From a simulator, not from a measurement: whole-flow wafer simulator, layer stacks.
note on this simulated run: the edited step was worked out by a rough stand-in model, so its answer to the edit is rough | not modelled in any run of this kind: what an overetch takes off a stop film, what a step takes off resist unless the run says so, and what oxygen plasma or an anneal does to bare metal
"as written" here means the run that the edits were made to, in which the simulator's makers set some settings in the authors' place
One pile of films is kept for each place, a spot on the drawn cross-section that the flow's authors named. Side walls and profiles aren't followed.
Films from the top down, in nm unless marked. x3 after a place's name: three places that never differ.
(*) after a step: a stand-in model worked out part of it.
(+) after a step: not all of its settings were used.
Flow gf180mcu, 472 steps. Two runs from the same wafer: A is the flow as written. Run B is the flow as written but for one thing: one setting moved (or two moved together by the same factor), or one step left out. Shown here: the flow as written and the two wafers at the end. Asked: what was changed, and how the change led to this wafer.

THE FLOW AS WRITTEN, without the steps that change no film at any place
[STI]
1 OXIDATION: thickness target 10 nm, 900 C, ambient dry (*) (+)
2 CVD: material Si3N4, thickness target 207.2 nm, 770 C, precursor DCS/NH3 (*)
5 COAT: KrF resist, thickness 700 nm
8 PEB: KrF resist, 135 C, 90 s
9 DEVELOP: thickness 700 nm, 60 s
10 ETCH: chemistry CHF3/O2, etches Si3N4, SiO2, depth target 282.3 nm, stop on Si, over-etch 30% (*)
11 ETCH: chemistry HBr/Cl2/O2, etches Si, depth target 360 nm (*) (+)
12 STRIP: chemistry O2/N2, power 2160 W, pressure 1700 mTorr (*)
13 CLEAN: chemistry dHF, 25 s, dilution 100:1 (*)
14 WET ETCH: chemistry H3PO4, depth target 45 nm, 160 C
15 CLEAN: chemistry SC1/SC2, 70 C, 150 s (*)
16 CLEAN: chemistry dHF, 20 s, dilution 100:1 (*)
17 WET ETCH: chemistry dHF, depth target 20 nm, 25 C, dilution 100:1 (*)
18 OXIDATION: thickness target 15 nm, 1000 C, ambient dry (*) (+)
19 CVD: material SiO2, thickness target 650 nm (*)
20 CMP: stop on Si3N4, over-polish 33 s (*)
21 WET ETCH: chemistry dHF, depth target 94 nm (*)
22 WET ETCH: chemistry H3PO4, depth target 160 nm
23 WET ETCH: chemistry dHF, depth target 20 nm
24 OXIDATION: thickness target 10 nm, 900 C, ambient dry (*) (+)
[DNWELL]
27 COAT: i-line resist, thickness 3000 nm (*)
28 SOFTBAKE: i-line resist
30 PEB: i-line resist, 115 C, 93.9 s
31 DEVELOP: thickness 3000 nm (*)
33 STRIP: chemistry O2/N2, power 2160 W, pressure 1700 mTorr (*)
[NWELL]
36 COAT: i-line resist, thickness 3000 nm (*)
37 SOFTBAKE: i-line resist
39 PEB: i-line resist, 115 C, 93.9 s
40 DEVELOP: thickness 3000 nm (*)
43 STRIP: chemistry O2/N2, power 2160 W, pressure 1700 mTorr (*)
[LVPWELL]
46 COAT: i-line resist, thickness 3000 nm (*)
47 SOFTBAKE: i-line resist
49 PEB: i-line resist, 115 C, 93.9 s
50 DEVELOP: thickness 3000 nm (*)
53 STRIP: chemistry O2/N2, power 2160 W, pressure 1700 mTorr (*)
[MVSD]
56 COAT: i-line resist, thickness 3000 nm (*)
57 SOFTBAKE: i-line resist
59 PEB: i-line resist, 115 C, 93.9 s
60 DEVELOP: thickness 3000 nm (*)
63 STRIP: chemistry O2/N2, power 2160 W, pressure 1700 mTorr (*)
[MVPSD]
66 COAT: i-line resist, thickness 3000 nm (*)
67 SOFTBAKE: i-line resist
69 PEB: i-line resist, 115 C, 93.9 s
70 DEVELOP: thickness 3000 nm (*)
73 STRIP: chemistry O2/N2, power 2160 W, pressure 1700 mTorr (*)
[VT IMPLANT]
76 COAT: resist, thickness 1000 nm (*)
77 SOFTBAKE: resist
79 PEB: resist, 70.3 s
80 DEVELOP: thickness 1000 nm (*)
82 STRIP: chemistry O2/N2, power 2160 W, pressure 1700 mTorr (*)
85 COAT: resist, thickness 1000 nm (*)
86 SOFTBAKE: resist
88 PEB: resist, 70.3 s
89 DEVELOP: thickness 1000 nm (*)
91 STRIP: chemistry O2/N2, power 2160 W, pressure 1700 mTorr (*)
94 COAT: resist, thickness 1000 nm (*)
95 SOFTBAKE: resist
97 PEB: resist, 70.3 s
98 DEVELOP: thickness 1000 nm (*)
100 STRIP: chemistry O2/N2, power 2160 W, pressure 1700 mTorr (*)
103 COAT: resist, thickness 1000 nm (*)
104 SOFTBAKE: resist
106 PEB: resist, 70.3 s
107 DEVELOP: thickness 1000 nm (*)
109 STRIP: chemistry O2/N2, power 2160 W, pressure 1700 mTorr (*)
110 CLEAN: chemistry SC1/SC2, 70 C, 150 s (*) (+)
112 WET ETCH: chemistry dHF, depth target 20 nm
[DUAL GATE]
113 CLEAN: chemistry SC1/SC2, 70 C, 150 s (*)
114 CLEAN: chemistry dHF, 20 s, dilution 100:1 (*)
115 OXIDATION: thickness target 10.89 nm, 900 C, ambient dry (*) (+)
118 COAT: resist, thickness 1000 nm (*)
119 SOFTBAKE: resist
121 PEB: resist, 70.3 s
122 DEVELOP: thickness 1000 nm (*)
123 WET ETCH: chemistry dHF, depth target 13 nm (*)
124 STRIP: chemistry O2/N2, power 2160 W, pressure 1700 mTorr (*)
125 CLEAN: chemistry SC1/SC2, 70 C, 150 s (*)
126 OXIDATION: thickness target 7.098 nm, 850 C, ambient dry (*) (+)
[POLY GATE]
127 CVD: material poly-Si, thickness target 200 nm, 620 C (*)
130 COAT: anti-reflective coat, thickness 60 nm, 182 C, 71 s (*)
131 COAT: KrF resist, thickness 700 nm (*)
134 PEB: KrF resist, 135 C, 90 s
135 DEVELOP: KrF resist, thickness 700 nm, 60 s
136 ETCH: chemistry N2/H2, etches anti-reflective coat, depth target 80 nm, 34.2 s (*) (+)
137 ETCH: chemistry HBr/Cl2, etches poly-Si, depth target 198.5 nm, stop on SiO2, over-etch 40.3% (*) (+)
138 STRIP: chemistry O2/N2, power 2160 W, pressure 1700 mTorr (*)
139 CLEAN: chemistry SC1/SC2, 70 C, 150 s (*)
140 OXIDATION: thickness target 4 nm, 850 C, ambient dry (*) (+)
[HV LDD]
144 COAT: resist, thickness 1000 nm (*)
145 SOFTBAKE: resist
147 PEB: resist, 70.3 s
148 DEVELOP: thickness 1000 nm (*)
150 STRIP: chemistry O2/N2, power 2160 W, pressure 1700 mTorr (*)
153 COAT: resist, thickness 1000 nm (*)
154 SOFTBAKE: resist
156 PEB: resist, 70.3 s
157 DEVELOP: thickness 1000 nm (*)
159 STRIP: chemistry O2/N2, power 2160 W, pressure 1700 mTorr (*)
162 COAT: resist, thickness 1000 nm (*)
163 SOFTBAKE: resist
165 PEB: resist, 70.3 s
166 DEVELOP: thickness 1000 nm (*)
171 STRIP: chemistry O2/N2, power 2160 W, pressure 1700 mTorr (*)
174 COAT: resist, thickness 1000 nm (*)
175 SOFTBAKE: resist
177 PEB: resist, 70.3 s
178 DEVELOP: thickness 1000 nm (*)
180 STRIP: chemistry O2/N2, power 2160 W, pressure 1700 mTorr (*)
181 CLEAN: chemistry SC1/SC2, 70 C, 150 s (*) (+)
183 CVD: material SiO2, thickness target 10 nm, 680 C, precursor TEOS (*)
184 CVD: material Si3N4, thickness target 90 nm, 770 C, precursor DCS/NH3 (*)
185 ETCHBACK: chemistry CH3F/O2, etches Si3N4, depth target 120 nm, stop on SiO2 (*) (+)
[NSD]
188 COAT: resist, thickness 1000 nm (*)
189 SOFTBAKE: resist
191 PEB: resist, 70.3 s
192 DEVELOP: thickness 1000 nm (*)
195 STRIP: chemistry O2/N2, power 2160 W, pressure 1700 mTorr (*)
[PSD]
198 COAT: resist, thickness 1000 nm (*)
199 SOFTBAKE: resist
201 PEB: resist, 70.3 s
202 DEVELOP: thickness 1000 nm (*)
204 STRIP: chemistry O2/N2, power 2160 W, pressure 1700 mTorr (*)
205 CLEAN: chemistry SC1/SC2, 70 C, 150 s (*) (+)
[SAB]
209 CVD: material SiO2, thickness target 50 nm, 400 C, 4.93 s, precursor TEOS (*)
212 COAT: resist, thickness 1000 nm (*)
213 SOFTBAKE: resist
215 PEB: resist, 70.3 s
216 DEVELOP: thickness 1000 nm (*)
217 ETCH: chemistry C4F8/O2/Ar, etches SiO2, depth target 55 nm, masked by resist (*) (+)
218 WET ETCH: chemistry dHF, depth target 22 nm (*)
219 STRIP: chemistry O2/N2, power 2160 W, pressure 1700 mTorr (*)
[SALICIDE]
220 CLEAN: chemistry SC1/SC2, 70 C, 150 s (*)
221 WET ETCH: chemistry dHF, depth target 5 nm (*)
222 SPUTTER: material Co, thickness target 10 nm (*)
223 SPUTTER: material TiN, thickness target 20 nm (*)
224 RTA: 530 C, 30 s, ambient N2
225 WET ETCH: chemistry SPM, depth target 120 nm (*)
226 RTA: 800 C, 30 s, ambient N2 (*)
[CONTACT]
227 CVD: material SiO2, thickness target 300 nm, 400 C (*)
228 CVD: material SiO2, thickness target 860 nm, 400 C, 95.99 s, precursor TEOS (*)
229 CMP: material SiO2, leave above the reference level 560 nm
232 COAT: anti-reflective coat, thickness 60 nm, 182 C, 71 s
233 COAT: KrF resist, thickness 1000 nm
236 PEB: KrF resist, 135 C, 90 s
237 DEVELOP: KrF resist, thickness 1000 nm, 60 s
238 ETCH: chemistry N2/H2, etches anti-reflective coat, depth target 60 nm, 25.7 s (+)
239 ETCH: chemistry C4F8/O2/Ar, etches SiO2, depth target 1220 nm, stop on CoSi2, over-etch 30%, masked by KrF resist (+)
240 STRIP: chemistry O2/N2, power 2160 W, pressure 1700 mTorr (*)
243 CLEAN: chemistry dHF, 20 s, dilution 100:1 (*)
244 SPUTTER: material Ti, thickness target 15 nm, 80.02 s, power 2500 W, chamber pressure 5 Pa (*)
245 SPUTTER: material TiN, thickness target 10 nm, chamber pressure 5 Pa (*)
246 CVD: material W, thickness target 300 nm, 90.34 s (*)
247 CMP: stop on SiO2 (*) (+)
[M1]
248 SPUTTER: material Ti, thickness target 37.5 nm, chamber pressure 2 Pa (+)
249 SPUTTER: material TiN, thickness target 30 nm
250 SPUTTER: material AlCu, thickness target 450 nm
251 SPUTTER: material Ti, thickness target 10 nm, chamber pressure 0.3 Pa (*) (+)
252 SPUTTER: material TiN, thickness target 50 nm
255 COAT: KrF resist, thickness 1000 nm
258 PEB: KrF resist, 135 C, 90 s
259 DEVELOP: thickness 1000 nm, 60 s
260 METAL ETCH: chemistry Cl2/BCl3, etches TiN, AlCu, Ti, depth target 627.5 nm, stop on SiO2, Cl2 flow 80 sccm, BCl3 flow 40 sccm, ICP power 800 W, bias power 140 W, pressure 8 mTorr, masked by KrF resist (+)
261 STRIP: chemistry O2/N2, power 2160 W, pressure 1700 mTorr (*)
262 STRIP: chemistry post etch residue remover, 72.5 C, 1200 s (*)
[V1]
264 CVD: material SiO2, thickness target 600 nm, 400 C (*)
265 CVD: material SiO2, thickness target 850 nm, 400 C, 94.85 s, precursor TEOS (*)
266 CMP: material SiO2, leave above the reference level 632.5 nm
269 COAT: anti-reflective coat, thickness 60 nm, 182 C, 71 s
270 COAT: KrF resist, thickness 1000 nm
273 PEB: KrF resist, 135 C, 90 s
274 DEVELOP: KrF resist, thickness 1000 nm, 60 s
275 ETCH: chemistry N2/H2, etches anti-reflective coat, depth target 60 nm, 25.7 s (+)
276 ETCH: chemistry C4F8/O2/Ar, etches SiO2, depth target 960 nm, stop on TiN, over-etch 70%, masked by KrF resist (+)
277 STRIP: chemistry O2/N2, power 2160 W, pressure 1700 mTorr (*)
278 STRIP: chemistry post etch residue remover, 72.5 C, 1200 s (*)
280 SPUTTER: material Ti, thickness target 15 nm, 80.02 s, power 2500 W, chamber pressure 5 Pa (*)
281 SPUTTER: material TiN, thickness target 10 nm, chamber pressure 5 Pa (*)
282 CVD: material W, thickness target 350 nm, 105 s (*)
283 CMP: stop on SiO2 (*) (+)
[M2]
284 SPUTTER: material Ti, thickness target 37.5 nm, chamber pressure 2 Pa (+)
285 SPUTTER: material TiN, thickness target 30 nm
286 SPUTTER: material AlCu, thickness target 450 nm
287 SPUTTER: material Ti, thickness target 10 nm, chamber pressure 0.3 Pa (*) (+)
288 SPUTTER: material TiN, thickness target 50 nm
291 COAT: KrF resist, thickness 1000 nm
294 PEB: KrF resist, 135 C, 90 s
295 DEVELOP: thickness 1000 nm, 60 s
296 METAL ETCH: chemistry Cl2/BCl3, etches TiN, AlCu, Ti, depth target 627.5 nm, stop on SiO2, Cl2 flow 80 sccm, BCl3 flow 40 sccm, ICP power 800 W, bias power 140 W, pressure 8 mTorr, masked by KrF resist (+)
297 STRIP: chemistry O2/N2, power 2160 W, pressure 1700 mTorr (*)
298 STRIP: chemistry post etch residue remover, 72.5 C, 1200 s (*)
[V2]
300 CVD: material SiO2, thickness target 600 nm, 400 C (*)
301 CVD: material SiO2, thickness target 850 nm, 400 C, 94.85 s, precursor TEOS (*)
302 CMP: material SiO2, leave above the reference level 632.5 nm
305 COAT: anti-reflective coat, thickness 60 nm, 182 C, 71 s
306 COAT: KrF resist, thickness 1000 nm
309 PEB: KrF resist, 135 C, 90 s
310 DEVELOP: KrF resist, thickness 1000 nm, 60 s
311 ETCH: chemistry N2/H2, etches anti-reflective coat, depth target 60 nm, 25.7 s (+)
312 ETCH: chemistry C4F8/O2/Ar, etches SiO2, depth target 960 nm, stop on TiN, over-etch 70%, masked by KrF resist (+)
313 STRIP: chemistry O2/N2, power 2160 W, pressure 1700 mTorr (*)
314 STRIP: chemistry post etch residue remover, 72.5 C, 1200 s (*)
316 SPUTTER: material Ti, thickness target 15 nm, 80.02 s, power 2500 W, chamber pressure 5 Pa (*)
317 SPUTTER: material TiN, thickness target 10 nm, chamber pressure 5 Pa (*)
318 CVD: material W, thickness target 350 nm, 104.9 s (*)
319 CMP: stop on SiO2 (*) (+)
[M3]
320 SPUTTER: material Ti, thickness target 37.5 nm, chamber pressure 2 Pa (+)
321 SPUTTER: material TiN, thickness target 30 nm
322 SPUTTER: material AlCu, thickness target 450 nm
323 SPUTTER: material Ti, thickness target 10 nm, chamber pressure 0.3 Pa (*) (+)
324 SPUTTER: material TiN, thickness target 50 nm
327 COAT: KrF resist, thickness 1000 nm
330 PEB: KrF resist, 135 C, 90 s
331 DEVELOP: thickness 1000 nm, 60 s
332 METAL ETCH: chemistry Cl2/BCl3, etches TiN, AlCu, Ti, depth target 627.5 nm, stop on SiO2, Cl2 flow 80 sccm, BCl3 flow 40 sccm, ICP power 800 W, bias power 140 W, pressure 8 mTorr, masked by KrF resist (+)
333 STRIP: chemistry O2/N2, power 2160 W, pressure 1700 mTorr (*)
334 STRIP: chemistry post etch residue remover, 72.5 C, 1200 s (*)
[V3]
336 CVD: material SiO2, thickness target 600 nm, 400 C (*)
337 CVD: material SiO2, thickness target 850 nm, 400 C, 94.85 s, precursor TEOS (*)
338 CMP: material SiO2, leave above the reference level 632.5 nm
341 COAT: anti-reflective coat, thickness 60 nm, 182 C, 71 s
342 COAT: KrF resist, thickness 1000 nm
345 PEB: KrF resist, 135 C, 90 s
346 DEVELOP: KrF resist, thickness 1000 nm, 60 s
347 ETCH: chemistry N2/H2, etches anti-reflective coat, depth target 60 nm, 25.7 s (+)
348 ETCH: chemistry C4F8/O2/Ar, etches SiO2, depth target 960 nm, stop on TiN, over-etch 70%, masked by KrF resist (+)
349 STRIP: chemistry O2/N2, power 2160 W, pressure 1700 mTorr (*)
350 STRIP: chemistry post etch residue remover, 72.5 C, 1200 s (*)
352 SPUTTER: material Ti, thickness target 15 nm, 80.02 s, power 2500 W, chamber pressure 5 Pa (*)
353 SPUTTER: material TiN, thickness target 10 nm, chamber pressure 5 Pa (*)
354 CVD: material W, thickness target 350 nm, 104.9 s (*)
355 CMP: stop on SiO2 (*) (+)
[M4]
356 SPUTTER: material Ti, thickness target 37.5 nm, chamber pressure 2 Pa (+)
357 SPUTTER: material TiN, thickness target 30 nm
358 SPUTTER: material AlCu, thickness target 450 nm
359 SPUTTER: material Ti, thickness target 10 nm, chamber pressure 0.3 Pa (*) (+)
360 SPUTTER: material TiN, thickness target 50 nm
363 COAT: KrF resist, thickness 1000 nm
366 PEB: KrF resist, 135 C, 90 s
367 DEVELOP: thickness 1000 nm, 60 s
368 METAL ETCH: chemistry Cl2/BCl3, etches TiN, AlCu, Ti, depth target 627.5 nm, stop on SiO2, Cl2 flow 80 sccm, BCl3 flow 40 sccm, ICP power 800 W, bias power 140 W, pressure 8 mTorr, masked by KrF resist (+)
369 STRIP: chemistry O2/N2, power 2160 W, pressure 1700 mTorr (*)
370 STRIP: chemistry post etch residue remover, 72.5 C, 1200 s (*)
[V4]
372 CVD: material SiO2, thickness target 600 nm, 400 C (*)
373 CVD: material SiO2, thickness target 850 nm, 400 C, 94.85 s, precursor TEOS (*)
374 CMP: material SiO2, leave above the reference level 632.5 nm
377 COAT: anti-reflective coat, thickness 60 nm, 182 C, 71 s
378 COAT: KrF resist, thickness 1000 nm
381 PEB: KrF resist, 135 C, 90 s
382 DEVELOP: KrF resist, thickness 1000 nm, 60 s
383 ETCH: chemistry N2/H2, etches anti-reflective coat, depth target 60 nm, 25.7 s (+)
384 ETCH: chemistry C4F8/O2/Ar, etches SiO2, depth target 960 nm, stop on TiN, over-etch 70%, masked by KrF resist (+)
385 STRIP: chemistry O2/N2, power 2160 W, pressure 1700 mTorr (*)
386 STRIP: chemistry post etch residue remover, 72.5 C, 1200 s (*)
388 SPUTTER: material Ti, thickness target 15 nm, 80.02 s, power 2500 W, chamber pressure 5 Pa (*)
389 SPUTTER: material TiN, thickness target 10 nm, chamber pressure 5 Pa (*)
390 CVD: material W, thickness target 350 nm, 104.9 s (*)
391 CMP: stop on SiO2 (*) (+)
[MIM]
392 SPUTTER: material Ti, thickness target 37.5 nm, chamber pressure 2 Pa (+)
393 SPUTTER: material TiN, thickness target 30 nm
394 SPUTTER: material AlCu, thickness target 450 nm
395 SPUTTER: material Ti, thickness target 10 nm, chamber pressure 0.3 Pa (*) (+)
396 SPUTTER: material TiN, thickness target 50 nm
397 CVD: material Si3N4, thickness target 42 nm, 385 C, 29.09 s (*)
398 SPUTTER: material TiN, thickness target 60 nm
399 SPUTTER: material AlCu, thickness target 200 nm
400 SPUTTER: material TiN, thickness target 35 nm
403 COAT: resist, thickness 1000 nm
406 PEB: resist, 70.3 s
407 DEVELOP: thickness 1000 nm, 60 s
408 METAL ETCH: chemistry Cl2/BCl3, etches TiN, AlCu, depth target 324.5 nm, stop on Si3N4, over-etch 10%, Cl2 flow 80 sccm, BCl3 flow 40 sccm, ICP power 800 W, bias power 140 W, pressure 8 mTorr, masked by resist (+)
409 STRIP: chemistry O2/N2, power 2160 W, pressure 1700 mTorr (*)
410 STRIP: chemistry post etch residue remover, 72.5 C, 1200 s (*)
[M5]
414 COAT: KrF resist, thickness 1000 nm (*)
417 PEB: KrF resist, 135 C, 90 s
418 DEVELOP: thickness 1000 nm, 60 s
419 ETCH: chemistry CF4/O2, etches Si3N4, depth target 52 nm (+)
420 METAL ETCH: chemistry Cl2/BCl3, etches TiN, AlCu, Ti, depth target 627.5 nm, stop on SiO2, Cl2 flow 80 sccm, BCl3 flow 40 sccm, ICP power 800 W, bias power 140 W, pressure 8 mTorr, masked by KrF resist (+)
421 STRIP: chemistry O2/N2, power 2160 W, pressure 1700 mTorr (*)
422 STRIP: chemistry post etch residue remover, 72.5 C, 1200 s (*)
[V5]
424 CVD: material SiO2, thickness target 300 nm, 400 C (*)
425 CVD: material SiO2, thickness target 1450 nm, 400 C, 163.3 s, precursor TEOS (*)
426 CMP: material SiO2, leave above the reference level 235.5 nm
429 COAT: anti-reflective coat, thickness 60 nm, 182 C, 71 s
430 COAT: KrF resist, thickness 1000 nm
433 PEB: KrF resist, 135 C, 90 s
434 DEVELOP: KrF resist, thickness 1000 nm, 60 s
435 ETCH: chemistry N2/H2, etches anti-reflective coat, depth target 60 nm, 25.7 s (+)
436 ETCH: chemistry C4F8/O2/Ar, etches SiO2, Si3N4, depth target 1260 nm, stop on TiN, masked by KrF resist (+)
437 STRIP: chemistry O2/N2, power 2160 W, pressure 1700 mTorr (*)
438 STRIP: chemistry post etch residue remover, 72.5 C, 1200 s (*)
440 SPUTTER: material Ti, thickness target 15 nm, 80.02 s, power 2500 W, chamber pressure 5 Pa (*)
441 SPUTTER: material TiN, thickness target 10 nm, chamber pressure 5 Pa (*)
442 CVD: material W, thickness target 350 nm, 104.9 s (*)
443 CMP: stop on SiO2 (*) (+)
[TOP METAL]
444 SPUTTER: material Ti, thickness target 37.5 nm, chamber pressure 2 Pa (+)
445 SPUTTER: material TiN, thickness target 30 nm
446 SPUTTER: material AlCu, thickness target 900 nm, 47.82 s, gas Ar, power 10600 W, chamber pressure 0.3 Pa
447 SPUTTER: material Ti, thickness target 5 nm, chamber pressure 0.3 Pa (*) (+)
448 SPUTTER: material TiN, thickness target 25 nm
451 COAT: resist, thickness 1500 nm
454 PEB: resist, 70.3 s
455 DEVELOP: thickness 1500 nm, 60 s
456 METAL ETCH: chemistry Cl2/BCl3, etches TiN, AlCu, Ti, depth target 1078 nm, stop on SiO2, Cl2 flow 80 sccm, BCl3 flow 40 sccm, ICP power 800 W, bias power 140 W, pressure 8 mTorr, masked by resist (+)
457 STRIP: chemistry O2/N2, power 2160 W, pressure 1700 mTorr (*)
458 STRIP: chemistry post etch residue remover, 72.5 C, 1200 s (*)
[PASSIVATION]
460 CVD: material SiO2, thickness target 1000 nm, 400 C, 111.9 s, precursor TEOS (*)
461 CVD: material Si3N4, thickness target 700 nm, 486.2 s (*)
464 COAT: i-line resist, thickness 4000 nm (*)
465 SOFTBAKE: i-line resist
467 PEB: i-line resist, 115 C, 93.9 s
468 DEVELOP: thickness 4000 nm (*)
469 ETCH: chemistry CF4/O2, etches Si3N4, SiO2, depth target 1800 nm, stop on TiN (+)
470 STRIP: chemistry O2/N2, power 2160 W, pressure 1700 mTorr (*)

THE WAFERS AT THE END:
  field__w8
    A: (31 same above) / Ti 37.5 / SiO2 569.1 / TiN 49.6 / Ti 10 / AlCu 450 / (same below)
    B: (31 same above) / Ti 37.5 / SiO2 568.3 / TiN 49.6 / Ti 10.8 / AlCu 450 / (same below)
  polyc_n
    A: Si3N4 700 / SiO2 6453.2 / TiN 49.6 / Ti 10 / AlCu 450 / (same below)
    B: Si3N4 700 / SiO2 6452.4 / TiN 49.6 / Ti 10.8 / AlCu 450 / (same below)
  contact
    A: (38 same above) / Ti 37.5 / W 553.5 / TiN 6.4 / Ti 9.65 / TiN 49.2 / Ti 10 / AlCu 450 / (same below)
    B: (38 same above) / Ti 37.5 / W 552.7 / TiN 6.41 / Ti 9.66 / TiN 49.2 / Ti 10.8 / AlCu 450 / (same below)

The cause: step 251, SPUTTER: thickness target 10.8 nm was run, where the flow has thickness target 10 nm.
It can be read off the wafer: field__w8 has Ti 10.8, and step 251 as written asks for 10 nm.

How the change led to this, step by step:
  251 SPUTTER: material Ti, thickness target 10 nm, chamber pressure 0.3 Pa (*) (+)
      field, field__w1, field__w2 and 108 more: A Ti +10 (new film) | B Ti +10.8 (new film)
  260 METAL ETCH: chemistry Cl2/BCl3, etches TiN, AlCu, Ti, depth target 627.5 nm, stop on SiO2, Cl2 flow 80 sccm, BCl3 flow 40 sccm, ICP power 800 W, bias power 140 W, pressure 8 mTorr, masked by KrF resist (+)
      field, field__w1, field__w2 and 99 more: A TiN -50 (all of it), Ti -10 (all of it), AlCu -450 (all of it), TiN -30 (all of it), Ti -37.5 (all of it) | B TiN -50 (all of it), Ti -10.8 (all of it), AlCu -450 (all of it), TiN -30 (all of it), Ti -37.5 (all of it)
